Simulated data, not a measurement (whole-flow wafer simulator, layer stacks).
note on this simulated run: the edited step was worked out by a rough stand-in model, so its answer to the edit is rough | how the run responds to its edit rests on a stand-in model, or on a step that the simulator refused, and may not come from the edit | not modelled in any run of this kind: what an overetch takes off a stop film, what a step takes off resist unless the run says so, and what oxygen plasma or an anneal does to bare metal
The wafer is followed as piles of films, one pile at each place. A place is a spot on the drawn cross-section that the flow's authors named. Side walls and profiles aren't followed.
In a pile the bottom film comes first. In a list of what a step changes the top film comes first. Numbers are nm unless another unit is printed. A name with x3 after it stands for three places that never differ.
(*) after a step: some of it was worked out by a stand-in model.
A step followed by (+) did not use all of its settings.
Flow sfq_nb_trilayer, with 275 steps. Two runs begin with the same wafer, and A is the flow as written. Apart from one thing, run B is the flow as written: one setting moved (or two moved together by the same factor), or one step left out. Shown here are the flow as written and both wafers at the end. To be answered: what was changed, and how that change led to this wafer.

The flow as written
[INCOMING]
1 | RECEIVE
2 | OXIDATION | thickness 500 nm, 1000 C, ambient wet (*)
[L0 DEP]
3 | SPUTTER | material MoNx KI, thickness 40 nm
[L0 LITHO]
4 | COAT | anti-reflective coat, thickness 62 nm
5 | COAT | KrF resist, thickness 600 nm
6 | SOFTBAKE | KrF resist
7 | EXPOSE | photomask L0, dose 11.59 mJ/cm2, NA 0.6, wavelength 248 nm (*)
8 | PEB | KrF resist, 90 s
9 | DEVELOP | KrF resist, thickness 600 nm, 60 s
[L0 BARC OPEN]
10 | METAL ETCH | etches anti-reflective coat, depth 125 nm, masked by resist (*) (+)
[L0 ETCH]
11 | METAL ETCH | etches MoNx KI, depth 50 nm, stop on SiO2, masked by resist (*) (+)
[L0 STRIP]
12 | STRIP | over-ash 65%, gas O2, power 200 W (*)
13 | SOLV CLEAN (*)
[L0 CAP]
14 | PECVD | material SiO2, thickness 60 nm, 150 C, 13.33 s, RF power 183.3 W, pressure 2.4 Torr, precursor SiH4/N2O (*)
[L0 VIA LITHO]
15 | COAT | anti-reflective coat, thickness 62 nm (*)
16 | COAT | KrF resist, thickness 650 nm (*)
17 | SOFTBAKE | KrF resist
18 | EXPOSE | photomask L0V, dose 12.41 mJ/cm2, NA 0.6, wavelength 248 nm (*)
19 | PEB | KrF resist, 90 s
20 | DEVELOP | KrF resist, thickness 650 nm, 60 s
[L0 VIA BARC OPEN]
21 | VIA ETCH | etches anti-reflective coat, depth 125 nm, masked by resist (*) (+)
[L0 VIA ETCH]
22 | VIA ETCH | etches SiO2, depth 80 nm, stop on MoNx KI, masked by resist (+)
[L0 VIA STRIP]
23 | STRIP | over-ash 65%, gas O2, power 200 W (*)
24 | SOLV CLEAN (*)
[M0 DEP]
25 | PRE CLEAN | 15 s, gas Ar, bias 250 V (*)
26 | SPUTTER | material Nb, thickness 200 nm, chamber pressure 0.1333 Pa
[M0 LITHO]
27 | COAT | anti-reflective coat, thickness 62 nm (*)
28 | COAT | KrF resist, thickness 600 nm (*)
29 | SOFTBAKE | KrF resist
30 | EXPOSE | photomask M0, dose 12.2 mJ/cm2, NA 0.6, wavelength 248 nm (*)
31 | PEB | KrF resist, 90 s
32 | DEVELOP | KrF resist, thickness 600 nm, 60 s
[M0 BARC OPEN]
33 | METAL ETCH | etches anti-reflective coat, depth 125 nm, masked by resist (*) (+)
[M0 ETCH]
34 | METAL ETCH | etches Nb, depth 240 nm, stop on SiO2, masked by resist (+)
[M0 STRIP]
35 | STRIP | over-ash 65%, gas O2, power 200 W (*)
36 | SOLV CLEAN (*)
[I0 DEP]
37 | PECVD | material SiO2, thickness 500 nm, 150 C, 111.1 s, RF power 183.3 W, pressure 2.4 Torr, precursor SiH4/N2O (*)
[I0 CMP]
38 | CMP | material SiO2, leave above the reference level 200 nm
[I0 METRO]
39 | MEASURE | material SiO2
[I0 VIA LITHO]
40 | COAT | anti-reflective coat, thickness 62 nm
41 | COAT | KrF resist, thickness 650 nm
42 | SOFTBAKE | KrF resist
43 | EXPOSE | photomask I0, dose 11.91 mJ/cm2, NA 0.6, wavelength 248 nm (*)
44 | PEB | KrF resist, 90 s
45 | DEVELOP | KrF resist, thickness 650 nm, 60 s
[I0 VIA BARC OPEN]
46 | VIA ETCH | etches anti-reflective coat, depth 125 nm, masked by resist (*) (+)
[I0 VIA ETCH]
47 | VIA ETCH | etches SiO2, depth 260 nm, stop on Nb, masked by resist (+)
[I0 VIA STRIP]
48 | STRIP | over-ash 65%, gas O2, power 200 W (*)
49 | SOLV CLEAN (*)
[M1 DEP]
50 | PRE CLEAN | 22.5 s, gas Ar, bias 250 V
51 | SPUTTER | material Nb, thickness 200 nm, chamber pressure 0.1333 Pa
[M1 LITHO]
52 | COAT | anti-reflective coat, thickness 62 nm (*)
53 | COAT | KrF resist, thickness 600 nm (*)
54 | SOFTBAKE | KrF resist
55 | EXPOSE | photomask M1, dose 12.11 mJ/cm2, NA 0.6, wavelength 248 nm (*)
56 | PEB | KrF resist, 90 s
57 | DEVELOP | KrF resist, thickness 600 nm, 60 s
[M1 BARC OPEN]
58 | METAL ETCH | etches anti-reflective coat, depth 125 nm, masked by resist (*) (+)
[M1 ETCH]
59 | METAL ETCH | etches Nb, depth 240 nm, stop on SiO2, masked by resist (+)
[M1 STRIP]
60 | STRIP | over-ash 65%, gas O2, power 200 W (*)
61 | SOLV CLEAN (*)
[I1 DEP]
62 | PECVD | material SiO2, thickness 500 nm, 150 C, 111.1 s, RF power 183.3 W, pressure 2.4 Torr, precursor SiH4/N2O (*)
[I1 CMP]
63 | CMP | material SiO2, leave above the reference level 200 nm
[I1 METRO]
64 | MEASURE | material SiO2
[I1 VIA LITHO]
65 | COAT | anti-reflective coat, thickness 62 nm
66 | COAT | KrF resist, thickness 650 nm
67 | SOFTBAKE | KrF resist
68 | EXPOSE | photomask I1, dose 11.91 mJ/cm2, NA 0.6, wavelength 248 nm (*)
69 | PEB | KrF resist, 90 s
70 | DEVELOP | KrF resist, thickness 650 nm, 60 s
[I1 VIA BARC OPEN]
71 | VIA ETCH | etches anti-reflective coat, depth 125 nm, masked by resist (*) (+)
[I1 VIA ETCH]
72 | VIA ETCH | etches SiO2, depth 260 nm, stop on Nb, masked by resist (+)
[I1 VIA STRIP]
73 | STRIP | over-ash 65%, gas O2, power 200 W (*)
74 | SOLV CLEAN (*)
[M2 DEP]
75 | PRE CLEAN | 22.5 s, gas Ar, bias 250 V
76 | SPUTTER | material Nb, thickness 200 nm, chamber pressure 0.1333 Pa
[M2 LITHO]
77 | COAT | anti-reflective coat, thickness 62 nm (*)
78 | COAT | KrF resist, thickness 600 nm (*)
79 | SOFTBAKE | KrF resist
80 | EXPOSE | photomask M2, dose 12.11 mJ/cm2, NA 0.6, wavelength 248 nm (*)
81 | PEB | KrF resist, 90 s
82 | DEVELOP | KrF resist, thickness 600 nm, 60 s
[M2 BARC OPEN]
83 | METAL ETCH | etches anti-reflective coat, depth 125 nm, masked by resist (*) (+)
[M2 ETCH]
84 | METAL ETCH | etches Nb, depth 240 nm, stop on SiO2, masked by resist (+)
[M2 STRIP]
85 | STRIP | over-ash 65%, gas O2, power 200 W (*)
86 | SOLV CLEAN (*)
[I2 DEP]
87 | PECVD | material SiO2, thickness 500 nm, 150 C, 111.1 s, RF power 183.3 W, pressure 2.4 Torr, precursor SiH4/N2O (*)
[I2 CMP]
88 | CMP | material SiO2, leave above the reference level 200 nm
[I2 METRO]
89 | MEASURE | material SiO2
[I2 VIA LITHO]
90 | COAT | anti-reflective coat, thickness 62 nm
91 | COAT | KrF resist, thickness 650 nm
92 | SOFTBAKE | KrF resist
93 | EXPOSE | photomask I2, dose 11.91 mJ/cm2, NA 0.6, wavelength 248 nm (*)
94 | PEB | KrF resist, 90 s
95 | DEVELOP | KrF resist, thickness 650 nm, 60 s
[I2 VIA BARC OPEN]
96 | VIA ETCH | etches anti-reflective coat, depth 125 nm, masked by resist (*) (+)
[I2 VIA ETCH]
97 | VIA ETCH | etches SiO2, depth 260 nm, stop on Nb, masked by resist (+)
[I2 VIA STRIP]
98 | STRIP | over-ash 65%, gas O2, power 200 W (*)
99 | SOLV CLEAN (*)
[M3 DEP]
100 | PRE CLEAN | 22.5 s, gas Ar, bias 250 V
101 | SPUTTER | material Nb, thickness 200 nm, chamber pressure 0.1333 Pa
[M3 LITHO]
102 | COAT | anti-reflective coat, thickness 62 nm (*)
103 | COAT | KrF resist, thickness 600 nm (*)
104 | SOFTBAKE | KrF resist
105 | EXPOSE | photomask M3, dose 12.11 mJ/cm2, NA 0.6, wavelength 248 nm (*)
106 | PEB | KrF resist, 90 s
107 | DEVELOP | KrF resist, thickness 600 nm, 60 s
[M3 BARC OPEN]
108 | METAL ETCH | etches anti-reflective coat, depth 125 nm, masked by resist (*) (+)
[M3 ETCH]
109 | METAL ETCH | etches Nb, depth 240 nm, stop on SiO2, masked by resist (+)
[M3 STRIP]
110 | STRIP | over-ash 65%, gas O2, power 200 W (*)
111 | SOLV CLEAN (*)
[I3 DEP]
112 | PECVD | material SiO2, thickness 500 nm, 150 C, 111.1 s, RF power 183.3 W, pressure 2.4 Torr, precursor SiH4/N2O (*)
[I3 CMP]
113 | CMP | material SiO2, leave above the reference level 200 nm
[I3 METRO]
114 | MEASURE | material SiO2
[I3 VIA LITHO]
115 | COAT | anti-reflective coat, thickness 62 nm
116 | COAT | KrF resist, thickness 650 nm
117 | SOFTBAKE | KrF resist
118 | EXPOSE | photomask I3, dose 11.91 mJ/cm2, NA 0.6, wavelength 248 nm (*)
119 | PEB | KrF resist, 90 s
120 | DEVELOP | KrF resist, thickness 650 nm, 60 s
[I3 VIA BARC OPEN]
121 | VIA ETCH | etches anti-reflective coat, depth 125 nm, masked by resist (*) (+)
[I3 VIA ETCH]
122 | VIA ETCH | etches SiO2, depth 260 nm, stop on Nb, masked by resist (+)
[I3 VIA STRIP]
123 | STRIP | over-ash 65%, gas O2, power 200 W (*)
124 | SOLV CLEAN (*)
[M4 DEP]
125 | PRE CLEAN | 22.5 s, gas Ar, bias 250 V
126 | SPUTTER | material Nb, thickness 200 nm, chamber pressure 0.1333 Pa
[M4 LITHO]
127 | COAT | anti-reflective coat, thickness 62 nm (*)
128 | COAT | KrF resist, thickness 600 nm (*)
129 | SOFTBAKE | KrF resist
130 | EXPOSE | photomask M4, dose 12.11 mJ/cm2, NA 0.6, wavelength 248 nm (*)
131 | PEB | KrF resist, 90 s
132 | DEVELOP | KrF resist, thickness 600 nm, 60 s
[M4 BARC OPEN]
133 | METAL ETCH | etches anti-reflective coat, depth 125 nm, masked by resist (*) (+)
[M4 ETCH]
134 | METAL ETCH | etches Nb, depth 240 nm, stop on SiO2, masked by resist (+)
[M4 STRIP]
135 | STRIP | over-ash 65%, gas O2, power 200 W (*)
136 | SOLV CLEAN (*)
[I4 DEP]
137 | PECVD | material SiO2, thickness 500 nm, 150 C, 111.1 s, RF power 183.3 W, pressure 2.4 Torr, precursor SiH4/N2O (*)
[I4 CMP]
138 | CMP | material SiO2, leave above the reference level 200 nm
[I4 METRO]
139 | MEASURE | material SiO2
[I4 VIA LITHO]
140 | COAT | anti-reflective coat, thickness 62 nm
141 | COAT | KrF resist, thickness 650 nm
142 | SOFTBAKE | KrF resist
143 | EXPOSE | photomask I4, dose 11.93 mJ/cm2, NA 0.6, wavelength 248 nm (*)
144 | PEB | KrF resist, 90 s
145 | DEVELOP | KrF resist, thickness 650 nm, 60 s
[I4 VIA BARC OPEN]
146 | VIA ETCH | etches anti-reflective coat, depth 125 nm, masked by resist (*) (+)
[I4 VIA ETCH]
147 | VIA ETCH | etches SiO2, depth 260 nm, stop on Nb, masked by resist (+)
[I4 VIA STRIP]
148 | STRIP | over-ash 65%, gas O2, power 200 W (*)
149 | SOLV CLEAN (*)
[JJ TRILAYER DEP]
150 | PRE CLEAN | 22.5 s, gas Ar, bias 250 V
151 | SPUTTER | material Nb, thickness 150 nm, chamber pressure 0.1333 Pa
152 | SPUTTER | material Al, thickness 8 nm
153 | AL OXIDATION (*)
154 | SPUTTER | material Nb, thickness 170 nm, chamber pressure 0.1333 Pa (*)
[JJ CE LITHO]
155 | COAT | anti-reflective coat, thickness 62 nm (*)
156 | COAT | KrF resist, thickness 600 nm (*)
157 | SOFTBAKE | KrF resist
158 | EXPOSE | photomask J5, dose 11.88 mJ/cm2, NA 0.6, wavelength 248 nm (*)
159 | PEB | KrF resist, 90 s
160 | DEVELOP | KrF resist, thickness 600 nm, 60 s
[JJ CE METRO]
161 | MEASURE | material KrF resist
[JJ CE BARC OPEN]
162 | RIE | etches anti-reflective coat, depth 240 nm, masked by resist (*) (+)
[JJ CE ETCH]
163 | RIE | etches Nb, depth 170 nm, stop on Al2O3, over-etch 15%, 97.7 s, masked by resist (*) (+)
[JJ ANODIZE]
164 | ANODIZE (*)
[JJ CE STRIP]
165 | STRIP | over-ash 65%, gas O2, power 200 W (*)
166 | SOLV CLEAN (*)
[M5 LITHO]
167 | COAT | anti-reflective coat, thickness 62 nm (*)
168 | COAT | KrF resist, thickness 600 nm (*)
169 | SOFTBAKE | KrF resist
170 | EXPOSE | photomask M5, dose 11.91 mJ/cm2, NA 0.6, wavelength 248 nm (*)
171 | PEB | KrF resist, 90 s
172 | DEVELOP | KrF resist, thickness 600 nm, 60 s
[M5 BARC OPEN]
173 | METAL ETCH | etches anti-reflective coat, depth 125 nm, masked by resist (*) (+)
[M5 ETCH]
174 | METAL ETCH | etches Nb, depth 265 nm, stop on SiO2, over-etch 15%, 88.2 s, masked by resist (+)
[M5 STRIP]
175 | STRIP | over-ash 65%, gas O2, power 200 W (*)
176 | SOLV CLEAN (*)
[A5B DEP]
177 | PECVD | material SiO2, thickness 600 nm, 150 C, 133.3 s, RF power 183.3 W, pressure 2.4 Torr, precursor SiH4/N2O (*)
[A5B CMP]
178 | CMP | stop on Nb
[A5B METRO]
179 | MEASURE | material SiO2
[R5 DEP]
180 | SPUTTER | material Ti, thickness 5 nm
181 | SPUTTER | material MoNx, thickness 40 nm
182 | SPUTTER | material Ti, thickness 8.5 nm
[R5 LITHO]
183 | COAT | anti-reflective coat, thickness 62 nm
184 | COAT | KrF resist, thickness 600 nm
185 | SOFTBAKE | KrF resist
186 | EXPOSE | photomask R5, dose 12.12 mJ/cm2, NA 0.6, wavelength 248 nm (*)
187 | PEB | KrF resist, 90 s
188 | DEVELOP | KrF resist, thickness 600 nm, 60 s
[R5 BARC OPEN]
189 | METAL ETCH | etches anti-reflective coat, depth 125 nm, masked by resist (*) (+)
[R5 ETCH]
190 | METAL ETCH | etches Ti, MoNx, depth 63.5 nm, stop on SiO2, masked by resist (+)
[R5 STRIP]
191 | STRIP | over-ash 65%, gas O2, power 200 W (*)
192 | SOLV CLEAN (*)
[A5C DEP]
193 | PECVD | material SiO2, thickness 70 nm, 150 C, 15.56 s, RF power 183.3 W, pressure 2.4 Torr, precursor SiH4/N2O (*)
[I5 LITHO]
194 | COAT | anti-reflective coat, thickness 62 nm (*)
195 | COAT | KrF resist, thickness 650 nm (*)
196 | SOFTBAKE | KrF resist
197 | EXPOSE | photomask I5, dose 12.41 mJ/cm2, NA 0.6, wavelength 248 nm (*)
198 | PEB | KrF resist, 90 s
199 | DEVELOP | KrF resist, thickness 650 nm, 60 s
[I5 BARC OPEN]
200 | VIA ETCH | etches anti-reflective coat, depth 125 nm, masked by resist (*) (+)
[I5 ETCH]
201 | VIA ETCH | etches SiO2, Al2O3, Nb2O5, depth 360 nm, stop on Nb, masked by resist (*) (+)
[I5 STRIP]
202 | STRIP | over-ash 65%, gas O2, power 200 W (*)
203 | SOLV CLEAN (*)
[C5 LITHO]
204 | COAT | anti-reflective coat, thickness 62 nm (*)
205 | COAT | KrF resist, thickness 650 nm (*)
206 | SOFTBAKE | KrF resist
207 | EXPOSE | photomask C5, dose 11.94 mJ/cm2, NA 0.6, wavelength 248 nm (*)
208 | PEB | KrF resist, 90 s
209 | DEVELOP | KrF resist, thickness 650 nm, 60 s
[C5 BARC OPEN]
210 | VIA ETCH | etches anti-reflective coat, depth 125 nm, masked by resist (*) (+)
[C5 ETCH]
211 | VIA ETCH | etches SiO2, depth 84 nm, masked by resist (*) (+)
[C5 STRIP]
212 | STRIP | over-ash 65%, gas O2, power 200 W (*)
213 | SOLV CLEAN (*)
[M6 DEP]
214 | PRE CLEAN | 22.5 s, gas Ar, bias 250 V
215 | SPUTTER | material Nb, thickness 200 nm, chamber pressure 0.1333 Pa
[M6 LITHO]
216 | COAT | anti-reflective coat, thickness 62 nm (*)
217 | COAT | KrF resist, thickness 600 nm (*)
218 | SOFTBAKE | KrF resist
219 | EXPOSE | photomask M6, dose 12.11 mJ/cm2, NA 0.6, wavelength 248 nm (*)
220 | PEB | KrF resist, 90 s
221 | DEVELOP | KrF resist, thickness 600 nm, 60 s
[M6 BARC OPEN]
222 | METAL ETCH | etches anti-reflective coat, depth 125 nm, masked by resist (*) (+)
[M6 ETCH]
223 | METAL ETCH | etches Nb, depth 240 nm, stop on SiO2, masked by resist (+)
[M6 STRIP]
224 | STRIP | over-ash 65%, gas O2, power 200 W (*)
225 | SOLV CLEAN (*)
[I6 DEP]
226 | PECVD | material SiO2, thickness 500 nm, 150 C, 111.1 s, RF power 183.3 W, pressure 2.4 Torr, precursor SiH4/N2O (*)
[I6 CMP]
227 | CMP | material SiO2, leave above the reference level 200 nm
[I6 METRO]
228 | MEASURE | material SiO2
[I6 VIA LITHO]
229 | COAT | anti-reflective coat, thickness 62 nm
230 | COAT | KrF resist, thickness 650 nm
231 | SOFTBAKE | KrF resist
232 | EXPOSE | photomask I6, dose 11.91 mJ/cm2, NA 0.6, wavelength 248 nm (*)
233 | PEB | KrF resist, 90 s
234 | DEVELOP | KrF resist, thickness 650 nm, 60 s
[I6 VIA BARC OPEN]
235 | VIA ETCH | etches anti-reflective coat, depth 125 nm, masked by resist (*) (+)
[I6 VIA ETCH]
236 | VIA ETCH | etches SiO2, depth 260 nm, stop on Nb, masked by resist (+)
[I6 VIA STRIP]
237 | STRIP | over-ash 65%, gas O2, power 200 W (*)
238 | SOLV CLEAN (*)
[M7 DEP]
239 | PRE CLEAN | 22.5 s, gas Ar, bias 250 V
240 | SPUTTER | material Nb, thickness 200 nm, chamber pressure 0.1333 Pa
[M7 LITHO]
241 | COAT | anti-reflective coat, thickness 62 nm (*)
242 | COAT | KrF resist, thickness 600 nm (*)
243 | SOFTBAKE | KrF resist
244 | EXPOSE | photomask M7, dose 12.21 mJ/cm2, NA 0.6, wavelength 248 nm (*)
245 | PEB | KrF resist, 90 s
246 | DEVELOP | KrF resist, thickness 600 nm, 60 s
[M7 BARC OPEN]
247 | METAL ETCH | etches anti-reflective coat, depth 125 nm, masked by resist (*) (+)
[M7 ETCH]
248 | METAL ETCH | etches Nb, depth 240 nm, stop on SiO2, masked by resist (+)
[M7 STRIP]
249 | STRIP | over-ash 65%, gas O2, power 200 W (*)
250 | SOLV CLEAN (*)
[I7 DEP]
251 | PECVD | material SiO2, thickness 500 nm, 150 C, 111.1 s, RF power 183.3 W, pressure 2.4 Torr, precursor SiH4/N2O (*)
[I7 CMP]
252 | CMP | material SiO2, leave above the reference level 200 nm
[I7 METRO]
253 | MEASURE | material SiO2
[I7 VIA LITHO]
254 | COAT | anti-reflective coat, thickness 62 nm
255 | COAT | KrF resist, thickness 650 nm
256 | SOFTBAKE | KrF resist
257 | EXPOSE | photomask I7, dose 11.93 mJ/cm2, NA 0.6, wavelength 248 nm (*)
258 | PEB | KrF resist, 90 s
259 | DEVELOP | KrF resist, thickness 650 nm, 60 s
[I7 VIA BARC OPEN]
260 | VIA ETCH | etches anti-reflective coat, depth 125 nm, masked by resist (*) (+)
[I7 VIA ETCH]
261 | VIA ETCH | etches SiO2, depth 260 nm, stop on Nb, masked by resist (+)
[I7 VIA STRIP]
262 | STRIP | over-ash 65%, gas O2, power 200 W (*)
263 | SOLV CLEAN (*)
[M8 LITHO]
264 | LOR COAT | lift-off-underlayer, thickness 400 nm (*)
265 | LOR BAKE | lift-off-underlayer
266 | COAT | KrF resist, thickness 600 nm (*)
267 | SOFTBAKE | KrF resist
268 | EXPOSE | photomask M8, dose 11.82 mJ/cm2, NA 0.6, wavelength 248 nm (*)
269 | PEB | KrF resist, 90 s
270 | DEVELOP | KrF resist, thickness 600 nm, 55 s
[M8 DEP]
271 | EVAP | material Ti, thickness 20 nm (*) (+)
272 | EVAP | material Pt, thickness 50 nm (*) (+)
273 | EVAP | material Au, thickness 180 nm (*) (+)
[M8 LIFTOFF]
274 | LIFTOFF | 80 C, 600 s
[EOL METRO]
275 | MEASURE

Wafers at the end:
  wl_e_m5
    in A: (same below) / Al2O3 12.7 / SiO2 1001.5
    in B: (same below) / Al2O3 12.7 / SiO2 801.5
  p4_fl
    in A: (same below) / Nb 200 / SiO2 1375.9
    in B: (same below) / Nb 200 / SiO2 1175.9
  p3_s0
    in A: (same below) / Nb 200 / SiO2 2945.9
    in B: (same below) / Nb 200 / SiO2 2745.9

What caused this: step 251, PECVD: thickness 200 nm was run, while the flow as written has thickness 500 nm; step 251, PECVD: 44.44 s was run, where the flow has 111.1 s.

How this came from the change, step by step:
  251 | PECVD | material SiO2, thickness 500 nm, 150 C, 111.1 s, RF power 183.3 W, pressure 2.4 Torr, precursor SiH4/N2O (*)
      field_l, p4_fl, p4_fm and 56 more: A +500 SiO2 | B +200 SiO2
      v_sur, via_wl, via_w and 37 more: A +500 SiO2 (new film) | B +200 SiO2 (new film)
      (and at 7 other places as well)
  252 | CMP | material SiO2, leave above the reference level 200 nm
      field_l, p4_fl, p4_fm and 56 more: A -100 SiO2 | B nothing
      v_sur, via_wl, via_w and 37 more: A -300 SiO2 | B nothing
      (and at 7 other places as well)
  254 | COAT | anti-reflective coat, thickness 62 nm
      ce_l, c5j, ce_r, sp_r: A +62 anti-reflective coat (new film) | B +52.9 anti-reflective coat (new film)
      m0r_space_l, m0r_space_r, m6r_space_l, m6r_space_r: A +62 anti-reflective coat (new film) | B +81.5 anti-reflective coat (new film)
      (and at 86 other places as well)
  255 | COAT | KrF resist, thickness 650 nm
      m0r_space_l, m0r_space_r, m5r_space_l, m5r_space_r, m6r_space_l, m6r_space_r: A +650 KrF resist (new film) | B +677.3 KrF resist (new film)
      field_r, m0r_line_l, m0r_line_r, m6r_line_l, m6r_line_r: A +650 KrF resist (new film) | B +687.3 KrF resist (new film)
      (and at 76 other places as well)
  259 | DEVELOP | KrF resist, thickness 650 nm, 60 s
      via_wl: A -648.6 KrF resist (all of it) | B -579 KrF resist (all of it)
      via_w: A -648.6 KrF resist (all of it) | B -590.2 KrF resist (all of it)
      (and at 1 other place as well)
  260 | VIA ETCH | etches anti-reflective coat, depth 125 nm, masked by resist (*) (+)
      field_l, v_sur, via_sp and 100 more: A -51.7 KrF resist | B -41.6 KrF resist
      via_wl: A -62 anti-reflective coat (all of it), -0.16 SiO2 | B -49.5 anti-reflective coat (all of it), -0.13 SiO2
      (and at 2 other places as well)
  262 | STRIP | over-ash 65%, gas O2, power 200 W (*)
      m0r_line_l, m0r_line_r, m6r_line_l, m6r_line_r: A -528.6 KrF resist (all of it), -62 anti-reflective coat (all of it) | B -575.8 KrF resist (all of it), -61.5 anti-reflective coat (all of it)
      m0r_space_l, m0r_space_r, m6r_space_l, m6r_space_r: A -528.6 KrF resist (all of it), -62 anti-reflective coat (all of it) | B -565.9 KrF resist (all of it), -81.5 anti-reflective coat (all of it)
      (and at 95 other places as well)
  264 | LOR COAT | lift-off-underlayer, thickness 400 nm (*)
      m0r_line_l, m0r_line_r, m6r_line_l, m6r_line_r: A +400 lift-off-underlayer (new film) | B +438.5 lift-off-underlayer (new film)
      m0r_space_l, m0r_space_r, m6r_space_l, m6r_space_r: A +400 lift-off-underlayer (new film) | B +457.4 lift-off-underlayer (new film)
      (and at 83 other places as well)
  266 | COAT | KrF resist, thickness 600 nm (*)
      m0r_line_l, m0r_line_r, m6r_line_l, m6r_line_r: A +600 KrF resist (new film) | B +620.1 KrF resist (new film)
      m5r_line_l, m5r_line_r, r5r_space_c: A +600 KrF resist (new film) | B +620.6 KrF resist (new film)
      (and at 58 other places as well)
  270 | DEVELOP | KrF resist, thickness 600 nm, 55 s
      field_l: A -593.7 KrF resist (all of it), -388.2 lift-off-underlayer (all of it) | B -615.8 KrF resist (all of it), -454.9 lift-off-underlayer (all of it)
      v_sur: A -607.3 KrF resist (all of it), -369.4 lift-off-underlayer (all of it) | B -585.6 KrF resist (all of it), -293.7 lift-off-underlayer (all of it)
      (and at 9 other places as well)
  274 | LIFTOFF | 80 C, 600 s
      m0r_line_l, m0r_line_r, m6r_line_l, m6r_line_r: A -180 Au (all of it), -50 Pt (all of it), -20 Ti (all of it), -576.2 KrF resist (all of it), -400 lift-off-underlayer (all of it) | B -180 Au (all of it), -50 Pt (all of it), -20 Ti (all of it), -596.3 KrF resist (all of it), -438.5 lift-off-underlayer (all of it)
      m0r_space_l, m0r_space_r, m6r_space_l, m6r_space_r: A -180 Au (all of it), -50 Pt (all of it), -20 Ti (all of it), -576.2 KrF resist (all of it), -400 lift-off-underlayer (all of it) | B -180 Au (all of it), -50 Pt (all of it), -20 Ti (all of it), -580.9 KrF resist (all of it), -457.4 lift-off-underlayer (all of it)
      (and at 72 other places as well)
